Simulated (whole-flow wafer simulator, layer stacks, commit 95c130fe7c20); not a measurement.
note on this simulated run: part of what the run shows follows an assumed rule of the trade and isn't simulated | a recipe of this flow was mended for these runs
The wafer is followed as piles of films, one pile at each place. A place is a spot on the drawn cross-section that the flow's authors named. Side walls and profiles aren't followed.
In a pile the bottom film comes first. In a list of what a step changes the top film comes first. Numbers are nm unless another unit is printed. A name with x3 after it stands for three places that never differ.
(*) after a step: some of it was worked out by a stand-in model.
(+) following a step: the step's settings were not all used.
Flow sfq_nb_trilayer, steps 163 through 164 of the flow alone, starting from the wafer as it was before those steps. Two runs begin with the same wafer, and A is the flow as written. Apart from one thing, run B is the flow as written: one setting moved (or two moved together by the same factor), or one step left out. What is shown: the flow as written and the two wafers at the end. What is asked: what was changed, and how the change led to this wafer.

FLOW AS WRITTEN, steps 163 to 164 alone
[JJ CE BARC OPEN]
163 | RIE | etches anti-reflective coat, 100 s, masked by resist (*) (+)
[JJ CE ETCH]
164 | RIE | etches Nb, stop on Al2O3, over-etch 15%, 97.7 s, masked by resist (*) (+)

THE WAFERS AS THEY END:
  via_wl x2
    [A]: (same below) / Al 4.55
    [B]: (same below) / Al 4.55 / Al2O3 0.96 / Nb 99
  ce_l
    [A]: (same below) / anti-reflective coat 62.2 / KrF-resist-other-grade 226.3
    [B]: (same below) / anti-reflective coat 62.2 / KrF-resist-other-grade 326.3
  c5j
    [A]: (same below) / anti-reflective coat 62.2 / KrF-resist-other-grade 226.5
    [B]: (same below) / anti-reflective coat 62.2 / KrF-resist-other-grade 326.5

What caused this: step 163, RIE: 60 s was run, though the flow has 100 s.

Step by step, how the change led to this:
  163 | RIE | etches anti-reflective coat, 100 s, masked by resist (*) (+)
      via_wl x2: A -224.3 anti-reflective coat (all of it) | B -150 anti-reflective coat
      ce_l, c5j, ce_r, wl_jj: A -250 KrF-resist-other-grade | B -150 KrF-resist-other-grade
  164 | RIE | etches Nb, stop on Al2O3, over-etch 15%, 97.7 s, masked by resist (*) (+)
      via_wl x2: A -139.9 Nb (all of it), -0.96 Al2O3 (all of it) | B -74.3 anti-reflective coat (all of it), -40.8 Nb
If metal films that touch count as one body, via_wl x2 has 6 bodies (between them, from the top down: Al2O3 0.96; SiO2 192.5; SiO2 192.5; SiO2 192.5; SiO2 192.5); the flow as written gives 5 bodies (between them, from the top down: SiO2 192.5; SiO2 192.5; SiO2 192.5; SiO2 192.5).
